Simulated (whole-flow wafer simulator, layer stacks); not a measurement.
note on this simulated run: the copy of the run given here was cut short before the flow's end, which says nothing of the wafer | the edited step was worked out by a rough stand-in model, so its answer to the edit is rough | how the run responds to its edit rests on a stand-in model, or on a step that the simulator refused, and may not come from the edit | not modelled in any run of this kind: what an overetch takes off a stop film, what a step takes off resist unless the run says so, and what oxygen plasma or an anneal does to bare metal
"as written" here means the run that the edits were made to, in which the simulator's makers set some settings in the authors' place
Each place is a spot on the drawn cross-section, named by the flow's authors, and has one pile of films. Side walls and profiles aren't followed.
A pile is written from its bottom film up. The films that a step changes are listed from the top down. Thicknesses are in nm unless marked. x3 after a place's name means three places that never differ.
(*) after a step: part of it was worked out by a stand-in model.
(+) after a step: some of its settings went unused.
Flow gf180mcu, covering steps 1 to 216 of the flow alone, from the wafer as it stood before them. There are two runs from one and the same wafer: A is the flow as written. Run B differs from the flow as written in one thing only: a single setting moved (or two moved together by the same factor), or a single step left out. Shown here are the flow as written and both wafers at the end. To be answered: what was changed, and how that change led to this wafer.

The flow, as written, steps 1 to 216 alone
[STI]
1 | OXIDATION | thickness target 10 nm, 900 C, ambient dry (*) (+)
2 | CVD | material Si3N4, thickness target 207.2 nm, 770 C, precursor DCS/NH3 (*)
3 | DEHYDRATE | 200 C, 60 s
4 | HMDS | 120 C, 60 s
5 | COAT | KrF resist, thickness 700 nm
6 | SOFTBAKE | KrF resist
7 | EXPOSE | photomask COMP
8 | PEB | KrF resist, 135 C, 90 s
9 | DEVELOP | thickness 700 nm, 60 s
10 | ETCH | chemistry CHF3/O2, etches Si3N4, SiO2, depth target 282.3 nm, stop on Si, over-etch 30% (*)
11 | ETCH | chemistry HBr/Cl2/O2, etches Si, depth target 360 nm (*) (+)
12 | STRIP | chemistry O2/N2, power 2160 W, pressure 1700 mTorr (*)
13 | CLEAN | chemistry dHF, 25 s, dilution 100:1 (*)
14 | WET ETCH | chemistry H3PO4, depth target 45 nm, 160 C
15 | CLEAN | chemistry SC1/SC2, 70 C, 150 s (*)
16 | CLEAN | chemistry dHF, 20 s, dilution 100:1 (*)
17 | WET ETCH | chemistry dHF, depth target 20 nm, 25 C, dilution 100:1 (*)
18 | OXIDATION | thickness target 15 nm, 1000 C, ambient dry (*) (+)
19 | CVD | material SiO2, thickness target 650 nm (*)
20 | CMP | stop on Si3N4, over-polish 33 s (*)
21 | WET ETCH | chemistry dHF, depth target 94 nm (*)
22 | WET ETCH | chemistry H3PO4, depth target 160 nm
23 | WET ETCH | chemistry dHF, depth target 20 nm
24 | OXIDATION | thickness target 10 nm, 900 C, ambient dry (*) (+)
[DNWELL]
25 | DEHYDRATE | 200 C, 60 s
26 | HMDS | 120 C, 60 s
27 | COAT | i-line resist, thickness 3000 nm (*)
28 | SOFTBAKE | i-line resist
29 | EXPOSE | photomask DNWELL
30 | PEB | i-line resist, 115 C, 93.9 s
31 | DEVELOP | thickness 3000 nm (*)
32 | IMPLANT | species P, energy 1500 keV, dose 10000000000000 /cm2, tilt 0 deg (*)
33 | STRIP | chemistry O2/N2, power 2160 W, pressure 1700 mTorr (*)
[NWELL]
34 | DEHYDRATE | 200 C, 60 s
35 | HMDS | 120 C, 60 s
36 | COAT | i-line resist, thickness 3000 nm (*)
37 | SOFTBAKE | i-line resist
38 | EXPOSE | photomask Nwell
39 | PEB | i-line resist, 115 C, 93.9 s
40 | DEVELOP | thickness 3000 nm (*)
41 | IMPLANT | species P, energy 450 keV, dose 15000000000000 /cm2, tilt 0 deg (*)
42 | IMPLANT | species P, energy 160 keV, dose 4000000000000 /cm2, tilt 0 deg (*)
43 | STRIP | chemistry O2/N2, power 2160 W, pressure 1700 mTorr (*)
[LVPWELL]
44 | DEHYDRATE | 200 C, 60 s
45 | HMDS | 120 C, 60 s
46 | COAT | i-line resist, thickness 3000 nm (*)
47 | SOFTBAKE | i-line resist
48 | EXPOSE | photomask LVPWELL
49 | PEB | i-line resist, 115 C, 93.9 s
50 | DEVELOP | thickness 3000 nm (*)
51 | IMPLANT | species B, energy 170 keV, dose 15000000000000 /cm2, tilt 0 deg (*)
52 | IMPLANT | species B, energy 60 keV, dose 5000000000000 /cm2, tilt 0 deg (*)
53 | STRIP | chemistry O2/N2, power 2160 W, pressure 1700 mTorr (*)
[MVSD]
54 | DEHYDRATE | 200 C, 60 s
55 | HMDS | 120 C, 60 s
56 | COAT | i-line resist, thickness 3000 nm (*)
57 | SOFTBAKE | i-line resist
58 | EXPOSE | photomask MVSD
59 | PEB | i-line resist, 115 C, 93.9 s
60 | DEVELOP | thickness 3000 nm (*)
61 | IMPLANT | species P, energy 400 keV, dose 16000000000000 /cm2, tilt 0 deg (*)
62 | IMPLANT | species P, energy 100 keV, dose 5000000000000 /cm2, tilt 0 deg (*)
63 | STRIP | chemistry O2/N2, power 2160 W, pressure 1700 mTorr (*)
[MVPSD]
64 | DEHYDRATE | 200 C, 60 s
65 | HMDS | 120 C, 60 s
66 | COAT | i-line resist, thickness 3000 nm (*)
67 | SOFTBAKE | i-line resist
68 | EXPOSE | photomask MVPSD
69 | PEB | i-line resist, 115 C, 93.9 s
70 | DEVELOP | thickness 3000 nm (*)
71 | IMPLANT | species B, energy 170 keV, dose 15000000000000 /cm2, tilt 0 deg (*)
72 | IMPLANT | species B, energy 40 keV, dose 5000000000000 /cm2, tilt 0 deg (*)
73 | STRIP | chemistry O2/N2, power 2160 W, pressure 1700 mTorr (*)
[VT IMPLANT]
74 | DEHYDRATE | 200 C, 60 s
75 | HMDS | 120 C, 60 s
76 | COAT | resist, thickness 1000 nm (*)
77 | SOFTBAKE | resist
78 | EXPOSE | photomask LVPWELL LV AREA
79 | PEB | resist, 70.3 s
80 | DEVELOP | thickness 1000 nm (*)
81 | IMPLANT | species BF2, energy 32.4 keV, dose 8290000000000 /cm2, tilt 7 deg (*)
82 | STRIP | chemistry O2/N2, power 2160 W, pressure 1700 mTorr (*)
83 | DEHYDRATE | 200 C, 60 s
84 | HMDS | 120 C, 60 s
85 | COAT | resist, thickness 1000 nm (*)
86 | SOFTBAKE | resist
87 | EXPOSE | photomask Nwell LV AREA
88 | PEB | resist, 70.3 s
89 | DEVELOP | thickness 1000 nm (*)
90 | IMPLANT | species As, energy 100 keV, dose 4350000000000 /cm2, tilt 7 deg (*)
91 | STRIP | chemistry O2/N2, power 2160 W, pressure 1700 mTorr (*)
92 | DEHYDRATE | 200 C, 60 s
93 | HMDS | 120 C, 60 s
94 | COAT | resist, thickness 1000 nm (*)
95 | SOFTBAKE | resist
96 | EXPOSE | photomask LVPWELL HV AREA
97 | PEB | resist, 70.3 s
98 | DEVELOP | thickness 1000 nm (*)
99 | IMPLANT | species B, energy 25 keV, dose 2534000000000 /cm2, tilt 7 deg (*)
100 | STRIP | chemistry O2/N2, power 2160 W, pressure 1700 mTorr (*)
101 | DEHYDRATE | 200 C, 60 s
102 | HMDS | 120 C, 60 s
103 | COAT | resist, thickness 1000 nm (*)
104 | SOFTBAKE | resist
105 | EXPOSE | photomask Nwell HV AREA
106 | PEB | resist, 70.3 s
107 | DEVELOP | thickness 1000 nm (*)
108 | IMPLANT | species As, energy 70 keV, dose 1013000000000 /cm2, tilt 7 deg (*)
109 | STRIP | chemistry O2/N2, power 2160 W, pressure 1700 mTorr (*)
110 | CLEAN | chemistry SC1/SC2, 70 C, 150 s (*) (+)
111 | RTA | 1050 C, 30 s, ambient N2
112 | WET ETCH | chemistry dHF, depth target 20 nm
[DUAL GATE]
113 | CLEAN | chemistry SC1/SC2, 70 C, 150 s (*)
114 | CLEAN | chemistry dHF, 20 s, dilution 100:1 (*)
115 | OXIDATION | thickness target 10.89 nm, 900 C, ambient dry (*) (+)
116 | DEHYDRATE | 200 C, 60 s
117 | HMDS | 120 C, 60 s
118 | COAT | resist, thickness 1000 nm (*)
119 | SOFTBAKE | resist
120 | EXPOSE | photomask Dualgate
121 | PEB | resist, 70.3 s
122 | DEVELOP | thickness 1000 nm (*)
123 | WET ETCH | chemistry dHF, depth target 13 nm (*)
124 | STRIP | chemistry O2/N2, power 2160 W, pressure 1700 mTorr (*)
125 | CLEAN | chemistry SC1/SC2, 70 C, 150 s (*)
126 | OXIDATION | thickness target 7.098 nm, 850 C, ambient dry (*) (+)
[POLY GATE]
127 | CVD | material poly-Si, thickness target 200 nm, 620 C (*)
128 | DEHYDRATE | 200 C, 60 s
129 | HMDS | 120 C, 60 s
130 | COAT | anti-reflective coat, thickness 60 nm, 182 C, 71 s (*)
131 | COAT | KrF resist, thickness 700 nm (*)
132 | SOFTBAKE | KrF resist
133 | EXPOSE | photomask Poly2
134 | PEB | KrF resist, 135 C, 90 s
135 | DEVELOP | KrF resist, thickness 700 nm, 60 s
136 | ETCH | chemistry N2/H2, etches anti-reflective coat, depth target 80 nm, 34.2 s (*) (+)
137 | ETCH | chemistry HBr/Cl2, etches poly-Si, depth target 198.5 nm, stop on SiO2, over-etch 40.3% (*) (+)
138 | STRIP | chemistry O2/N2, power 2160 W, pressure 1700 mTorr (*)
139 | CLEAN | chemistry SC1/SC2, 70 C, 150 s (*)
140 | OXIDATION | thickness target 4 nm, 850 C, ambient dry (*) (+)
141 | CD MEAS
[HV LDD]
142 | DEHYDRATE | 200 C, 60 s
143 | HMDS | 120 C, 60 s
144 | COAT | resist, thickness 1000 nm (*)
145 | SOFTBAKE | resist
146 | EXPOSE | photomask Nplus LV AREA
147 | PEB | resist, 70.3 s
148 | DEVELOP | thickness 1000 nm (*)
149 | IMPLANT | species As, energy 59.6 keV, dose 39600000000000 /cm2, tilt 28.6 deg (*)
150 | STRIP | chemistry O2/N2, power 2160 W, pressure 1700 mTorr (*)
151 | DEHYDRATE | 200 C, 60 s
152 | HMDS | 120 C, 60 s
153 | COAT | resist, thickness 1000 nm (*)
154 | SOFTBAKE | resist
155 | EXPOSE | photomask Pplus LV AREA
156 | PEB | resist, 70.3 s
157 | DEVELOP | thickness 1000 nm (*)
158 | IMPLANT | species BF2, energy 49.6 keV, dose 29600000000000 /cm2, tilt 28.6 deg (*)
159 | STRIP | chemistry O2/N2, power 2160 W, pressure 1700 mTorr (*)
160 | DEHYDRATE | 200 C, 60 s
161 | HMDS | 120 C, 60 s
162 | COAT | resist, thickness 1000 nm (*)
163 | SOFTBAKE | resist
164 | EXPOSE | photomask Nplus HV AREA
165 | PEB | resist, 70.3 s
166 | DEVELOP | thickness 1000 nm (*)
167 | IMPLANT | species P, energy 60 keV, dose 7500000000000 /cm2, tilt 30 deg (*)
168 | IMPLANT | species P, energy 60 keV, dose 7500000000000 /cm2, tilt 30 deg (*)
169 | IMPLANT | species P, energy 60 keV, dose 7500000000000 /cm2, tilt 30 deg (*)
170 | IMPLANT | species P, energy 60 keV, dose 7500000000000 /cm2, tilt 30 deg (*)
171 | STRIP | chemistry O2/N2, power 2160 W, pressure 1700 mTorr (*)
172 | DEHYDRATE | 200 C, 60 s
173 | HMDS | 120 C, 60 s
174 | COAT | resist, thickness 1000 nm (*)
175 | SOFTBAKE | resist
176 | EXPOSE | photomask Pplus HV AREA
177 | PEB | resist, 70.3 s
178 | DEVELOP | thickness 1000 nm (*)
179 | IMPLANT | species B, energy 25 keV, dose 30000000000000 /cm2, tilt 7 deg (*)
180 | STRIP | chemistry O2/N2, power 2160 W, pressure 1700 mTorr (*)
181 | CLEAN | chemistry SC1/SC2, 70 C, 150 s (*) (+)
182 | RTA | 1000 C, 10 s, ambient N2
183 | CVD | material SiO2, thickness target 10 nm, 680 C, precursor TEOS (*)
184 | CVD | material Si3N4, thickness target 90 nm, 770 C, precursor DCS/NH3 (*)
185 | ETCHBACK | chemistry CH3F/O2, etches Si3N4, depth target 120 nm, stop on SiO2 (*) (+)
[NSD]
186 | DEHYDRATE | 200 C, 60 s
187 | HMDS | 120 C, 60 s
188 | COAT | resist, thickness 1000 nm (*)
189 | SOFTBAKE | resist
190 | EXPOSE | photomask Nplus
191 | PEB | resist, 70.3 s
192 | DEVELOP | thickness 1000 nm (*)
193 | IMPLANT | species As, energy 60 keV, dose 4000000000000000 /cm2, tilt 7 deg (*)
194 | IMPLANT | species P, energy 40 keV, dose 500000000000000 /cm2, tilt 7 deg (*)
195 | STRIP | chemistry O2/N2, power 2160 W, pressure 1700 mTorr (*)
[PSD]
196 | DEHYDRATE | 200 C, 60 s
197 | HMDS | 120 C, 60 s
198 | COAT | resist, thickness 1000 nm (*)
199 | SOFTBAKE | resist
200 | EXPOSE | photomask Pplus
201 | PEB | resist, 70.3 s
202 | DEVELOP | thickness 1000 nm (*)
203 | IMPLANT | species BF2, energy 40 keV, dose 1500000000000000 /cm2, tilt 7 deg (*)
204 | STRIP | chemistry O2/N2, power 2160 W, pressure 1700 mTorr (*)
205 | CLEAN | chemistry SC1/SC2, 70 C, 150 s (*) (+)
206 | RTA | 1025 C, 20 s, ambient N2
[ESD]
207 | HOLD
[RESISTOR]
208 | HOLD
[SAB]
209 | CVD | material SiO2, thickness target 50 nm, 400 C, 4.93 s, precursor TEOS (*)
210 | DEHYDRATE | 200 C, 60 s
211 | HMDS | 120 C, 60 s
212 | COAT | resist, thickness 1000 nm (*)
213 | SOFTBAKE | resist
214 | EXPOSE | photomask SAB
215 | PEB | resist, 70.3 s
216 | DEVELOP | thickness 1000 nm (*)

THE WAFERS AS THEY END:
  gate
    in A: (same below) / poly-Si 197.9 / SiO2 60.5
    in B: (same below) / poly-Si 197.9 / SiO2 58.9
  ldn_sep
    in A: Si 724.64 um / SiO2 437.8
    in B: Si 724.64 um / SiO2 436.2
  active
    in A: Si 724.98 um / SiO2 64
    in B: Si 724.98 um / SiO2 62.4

What caused this: step 183, CVD: thickness target 8.4 nm was run, while the flow as written has thickness target 10 nm.

Step by step, how the change led to this:
  183 | CVD | material SiO2, thickness target 10 nm, 680 C, precursor TEOS (*)
      field, field__w1, field__w2 and 99 more: A +10 SiO2 | B +8.4 SiO2
      ld_drift_p: A +9.87 SiO2 | B +8.29 SiO2
      (also at 1 further place)
  189 | SOFTBAKE | resist
      field: A +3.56 resist | B -0.36 resist
      active_hv: A +2.68 resist | B -0.53 resist
      (also at 2 further places)
  199 | SOFTBAKE | resist
      field: A +3.56 resist | B -0.36 resist
      active_hv: A +2.68 resist | B -0.53 resist
      (also at 2 further places)
